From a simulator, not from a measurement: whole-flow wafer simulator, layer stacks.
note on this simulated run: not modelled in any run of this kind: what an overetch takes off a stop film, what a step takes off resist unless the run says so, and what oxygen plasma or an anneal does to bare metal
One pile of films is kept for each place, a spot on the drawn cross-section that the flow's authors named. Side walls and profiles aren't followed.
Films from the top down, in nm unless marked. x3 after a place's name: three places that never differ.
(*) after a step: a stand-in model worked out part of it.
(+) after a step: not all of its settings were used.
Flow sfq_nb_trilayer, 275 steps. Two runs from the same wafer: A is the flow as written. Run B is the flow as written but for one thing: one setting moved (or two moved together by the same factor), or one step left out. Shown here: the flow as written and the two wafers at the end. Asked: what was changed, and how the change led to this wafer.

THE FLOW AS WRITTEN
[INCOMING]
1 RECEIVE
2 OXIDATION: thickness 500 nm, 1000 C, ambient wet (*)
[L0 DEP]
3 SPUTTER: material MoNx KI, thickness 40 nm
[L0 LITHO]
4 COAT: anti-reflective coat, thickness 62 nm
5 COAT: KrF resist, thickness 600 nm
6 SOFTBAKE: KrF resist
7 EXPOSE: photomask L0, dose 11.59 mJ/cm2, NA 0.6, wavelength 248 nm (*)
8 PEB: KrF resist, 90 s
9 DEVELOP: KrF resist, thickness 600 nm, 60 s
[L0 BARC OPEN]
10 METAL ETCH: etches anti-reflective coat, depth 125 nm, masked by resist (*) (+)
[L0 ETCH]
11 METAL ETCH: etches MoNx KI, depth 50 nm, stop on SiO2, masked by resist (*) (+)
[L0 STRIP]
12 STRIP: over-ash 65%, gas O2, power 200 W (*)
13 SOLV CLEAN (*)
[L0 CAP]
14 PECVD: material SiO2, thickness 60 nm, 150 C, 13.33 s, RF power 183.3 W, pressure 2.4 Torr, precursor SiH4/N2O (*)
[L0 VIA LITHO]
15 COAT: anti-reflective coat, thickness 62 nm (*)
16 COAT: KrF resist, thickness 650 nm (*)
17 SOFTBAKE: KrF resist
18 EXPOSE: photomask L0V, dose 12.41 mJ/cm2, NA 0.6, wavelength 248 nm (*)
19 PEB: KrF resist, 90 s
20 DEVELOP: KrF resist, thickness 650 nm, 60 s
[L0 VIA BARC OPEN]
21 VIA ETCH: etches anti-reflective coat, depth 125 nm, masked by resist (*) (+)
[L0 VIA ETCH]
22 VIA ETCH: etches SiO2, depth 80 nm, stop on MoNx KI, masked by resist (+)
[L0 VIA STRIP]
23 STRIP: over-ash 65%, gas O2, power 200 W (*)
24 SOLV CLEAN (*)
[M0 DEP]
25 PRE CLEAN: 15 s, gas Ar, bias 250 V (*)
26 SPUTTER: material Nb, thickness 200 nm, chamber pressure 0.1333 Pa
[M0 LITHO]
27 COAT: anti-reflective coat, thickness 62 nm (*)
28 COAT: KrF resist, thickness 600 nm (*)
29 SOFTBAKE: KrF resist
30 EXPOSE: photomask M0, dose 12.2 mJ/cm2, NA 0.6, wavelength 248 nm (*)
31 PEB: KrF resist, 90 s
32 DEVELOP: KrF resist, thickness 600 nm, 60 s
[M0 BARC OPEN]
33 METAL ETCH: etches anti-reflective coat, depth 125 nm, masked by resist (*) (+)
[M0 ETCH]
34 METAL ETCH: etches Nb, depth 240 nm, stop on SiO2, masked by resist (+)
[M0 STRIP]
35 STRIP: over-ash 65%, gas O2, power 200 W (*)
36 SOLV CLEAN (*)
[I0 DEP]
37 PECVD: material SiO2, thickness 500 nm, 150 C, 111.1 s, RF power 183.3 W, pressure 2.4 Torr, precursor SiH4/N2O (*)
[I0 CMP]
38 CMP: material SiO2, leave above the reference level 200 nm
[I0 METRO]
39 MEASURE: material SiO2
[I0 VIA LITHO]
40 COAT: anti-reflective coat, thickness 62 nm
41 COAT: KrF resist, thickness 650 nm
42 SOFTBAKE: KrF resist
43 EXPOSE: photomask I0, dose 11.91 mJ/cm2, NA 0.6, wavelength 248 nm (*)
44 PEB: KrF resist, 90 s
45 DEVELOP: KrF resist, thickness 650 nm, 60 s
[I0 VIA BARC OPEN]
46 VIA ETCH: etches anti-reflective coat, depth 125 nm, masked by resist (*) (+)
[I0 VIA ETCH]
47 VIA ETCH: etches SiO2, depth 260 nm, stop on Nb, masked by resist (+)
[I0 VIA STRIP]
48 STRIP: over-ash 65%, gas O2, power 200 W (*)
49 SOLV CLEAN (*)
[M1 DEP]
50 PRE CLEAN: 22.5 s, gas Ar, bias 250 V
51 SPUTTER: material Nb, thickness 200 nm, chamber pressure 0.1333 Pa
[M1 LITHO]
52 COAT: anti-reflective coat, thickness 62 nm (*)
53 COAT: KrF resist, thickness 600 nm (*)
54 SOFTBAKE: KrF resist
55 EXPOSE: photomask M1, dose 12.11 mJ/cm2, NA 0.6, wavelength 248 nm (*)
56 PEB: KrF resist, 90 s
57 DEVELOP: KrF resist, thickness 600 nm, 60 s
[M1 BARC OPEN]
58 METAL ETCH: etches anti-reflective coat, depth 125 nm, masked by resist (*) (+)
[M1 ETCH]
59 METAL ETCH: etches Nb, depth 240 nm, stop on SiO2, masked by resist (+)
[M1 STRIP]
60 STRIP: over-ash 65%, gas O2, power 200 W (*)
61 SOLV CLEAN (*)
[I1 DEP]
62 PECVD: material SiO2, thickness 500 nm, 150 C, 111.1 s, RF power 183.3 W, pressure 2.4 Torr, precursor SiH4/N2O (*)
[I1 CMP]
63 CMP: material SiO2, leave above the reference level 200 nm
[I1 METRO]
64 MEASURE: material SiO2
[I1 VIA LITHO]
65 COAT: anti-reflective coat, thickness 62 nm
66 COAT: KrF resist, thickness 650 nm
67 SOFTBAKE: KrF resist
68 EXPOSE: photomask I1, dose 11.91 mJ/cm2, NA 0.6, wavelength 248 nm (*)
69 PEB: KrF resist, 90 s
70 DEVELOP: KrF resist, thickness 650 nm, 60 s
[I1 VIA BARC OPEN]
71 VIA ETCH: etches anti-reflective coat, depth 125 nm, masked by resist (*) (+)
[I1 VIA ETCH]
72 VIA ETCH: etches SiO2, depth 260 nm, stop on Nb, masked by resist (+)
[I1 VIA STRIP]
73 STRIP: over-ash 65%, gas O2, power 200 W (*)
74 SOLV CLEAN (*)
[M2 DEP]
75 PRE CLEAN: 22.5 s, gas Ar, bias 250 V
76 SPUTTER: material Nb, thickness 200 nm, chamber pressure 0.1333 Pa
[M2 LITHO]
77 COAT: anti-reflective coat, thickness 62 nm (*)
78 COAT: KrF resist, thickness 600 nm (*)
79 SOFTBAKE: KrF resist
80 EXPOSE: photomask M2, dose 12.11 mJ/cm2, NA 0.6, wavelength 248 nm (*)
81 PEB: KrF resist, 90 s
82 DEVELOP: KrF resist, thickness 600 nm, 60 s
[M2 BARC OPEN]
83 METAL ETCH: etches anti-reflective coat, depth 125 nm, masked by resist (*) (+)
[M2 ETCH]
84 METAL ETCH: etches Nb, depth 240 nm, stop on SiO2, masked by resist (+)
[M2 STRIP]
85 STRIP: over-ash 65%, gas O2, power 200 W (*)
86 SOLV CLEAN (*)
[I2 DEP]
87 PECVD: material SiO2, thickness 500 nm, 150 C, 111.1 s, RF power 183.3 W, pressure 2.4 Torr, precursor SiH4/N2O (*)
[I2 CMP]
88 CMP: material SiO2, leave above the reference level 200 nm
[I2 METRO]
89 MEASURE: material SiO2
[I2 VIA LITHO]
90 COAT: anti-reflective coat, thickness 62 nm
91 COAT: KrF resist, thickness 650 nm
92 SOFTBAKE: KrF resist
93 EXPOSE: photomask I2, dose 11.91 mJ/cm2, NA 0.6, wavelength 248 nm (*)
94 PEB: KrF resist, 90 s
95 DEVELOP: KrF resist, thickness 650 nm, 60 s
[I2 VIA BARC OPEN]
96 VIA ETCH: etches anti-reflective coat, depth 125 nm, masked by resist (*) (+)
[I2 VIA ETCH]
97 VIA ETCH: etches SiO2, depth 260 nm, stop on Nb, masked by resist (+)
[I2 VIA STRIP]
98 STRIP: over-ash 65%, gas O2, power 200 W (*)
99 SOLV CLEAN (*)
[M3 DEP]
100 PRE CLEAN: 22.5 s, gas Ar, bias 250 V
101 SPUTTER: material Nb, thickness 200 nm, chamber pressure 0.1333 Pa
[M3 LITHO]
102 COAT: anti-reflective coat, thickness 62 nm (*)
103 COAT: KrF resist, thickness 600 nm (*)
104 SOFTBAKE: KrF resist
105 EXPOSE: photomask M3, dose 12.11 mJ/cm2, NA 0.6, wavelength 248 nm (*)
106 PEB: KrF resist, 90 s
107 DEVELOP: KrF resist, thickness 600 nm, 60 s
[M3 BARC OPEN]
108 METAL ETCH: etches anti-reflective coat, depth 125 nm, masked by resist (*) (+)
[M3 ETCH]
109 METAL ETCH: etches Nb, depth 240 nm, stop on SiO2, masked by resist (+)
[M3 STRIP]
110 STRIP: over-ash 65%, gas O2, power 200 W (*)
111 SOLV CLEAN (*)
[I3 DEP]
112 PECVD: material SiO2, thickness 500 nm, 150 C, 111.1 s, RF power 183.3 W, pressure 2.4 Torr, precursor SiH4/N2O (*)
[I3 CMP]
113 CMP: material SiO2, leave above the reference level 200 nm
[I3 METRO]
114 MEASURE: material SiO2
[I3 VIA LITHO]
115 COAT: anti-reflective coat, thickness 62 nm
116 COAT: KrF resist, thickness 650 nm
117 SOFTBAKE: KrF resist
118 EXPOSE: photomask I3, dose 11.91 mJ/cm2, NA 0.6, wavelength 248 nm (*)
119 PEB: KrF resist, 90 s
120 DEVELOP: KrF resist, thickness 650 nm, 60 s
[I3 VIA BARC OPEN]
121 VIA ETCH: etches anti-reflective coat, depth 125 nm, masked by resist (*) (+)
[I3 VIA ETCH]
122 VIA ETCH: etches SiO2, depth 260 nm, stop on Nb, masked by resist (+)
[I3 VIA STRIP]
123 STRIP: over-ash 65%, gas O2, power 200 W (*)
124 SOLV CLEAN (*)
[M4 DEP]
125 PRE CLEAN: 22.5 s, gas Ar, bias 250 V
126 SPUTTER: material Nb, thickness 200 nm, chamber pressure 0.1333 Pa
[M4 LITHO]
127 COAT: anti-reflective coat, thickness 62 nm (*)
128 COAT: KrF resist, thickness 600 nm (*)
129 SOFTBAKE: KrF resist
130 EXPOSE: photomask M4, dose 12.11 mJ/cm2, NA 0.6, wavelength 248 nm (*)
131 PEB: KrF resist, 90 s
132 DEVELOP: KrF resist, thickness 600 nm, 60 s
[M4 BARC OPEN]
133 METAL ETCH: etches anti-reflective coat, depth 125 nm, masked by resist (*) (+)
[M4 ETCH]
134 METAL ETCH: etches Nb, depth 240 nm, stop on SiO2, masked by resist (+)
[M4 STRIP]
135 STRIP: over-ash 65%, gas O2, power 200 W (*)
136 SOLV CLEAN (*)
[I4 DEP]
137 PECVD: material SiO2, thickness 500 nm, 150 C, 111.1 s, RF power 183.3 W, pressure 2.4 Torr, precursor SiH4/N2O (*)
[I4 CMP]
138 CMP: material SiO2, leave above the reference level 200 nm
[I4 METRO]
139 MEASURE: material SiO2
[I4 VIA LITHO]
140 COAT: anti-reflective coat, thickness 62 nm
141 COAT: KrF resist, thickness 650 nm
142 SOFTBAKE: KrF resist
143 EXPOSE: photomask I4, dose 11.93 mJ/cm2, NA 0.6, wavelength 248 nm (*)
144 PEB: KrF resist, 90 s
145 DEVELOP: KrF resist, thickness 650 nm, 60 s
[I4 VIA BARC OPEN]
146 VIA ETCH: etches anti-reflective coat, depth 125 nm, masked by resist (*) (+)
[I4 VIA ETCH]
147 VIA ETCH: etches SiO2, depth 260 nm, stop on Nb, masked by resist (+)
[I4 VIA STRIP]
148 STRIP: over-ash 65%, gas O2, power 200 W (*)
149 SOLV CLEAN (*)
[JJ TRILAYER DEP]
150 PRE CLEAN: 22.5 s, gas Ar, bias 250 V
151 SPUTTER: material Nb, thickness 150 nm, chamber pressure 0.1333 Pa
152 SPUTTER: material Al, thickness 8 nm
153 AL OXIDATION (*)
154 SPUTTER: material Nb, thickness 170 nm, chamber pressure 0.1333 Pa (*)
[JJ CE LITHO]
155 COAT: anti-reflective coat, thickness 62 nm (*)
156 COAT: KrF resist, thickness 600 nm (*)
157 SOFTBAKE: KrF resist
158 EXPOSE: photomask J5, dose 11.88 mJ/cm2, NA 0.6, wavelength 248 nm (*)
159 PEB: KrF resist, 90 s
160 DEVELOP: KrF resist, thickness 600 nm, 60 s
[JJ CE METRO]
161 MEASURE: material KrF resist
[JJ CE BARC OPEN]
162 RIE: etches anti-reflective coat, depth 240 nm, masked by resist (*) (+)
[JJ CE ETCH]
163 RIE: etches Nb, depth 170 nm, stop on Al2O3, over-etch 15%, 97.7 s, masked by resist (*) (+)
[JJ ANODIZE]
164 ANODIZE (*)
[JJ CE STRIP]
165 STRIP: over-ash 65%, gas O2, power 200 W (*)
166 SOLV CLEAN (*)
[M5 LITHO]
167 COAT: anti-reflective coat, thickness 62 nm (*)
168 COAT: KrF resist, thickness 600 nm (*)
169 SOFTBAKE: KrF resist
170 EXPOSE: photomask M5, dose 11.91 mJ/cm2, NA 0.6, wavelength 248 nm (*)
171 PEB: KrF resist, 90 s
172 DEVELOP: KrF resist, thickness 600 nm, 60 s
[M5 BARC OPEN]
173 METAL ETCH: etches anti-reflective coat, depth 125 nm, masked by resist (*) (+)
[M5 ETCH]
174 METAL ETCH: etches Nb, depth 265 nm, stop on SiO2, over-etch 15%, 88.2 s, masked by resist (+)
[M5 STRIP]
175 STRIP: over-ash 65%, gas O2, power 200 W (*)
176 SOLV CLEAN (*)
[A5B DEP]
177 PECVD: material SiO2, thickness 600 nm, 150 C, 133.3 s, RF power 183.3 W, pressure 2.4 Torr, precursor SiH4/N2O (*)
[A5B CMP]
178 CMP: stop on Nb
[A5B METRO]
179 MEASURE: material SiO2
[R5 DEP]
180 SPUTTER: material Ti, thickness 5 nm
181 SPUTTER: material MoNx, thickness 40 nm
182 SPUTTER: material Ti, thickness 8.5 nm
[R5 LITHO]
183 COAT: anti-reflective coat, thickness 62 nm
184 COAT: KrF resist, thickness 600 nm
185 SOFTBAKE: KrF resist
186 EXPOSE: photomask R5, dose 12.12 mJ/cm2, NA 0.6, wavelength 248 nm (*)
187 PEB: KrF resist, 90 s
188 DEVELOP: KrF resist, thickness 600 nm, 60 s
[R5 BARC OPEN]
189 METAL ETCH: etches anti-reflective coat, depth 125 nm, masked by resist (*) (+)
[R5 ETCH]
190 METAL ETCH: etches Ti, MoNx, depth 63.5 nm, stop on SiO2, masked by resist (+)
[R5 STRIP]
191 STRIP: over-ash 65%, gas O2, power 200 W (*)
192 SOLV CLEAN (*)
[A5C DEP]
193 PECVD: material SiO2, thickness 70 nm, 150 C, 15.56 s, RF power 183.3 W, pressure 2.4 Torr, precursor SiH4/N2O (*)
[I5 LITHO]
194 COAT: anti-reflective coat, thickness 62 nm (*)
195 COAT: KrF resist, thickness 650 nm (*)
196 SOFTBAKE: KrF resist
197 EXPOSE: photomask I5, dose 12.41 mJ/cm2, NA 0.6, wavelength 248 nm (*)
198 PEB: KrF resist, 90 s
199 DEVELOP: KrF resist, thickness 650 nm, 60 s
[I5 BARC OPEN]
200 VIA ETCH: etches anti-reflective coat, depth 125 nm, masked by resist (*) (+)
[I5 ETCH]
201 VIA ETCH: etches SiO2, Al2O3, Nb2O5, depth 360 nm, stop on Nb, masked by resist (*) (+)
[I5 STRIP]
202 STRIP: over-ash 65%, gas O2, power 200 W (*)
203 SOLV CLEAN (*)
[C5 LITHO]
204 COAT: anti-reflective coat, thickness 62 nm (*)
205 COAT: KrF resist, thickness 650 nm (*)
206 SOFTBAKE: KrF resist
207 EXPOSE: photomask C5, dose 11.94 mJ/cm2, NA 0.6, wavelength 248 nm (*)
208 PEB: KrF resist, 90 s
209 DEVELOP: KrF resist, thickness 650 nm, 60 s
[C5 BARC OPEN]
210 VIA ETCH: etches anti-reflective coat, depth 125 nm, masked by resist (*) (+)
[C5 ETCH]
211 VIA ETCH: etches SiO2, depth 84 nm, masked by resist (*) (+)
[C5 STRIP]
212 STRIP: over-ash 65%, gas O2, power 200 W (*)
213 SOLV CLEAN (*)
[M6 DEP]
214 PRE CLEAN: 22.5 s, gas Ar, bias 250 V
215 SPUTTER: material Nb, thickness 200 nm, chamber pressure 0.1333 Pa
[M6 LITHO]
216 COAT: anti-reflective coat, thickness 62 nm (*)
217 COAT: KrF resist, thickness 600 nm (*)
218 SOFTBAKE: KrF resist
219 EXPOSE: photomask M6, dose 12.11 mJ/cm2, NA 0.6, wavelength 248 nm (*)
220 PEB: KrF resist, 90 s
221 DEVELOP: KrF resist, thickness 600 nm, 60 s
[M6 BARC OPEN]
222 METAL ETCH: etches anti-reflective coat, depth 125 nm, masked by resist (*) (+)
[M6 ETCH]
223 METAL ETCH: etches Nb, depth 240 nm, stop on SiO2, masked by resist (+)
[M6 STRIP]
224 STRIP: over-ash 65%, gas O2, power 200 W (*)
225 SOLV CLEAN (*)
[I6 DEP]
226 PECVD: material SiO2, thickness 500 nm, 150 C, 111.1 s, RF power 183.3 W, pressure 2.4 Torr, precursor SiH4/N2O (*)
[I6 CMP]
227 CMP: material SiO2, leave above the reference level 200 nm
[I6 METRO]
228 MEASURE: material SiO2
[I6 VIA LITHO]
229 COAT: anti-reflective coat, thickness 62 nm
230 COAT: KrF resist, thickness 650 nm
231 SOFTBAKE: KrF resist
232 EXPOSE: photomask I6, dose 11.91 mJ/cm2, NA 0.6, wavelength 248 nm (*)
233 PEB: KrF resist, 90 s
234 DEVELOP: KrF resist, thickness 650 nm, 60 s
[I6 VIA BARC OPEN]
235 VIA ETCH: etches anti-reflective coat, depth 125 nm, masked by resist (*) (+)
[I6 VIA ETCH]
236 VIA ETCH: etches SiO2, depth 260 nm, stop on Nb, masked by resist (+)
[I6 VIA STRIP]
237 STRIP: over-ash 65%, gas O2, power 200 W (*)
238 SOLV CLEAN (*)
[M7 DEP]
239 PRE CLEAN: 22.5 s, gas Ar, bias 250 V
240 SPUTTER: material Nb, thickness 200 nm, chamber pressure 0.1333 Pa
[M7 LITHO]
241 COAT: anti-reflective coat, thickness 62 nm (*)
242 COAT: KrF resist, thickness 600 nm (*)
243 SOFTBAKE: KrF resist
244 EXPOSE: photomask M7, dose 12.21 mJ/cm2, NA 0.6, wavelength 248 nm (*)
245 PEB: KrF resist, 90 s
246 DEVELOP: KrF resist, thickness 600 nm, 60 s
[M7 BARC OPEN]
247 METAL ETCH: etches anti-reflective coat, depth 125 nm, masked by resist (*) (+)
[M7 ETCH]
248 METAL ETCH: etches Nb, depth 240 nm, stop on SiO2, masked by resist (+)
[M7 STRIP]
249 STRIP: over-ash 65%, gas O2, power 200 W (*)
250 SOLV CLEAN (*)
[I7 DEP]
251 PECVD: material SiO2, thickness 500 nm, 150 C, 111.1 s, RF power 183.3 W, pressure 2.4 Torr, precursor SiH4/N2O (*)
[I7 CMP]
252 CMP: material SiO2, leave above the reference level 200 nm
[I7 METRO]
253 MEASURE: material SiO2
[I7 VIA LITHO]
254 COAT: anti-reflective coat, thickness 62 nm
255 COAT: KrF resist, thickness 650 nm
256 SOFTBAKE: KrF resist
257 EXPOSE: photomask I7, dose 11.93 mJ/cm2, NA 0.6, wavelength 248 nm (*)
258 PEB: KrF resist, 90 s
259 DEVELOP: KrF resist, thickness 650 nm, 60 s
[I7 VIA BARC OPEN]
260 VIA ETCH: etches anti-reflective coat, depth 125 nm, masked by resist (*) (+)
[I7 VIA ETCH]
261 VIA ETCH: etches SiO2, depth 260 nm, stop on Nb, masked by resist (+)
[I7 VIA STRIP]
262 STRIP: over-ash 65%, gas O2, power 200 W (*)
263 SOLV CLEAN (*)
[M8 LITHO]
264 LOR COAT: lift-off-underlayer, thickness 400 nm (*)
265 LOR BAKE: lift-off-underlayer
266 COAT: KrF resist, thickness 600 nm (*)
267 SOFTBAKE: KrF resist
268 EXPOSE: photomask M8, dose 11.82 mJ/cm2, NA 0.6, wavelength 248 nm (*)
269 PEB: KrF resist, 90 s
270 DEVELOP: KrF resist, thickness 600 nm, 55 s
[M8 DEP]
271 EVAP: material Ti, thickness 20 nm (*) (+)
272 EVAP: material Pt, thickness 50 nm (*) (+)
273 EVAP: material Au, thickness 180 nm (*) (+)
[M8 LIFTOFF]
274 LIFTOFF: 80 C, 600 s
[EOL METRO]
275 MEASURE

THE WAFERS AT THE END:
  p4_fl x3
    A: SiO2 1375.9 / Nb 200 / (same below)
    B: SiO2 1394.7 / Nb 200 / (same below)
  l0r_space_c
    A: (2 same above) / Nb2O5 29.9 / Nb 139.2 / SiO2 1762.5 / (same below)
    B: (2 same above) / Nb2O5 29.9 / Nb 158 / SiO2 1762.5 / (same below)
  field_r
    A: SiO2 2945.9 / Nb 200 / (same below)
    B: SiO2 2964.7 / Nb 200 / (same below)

The cause: step 151, SPUTTER: thickness 168.8 nm was run, where the flow has thickness 150 nm.

How the change led to this, step by step:
  151 SPUTTER: material Nb, thickness 150 nm, chamber pressure 0.1333 Pa
      field_l, v_sur, via_sp and 100 more: A Nb +150 (new film) | B Nb +168.8 (new film)
      via_wl, via_w, via_wr: A Nb +130.4 | B Nb +146.9
  155 COAT: anti-reflective coat, thickness 62 nm (*)
      via_wl, via_wr: A anti-reflective coat +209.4 (new film) | B anti-reflective coat +214.7 (new film)
  162 RIE: etches anti-reflective coat, depth 240 nm, masked by resist (*) (+)
      ce_l, c5j, ce_r, wl_jj: A KrF resist -209.4 | B KrF resist -214.7
      via_wl, via_wr: A anti-reflective coat -209.4 (all of it) | B anti-reflective coat -214.7 (all of it)
  174 METAL ETCH: etches Nb, depth 265 nm, stop on SiO2, over-etch 15%, 88.2 s, masked by resist (+)
      field_l, r_sur, res and 50 more: A Al2O3 -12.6 (all of it), Nb2O5 -29.9 (all of it), Nb -139.2 (all of it), SiO2 -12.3 | B Al2O3 -12.6 (all of it), Nb2O5 -29.9 (all of it), Nb -158 (all of it), SiO2 -10.4
  178 CMP: stop on Nb
      field_l, p4_fl x3, p4_w1 x9 and 29 more: A SiO2 -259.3 | B SiO2 -242.4
      r_sur, res, r_end, moat, field_r, lsp_l: A SiO2 -252.3 | B SiO2 -234.7
      (and at 5 more places)
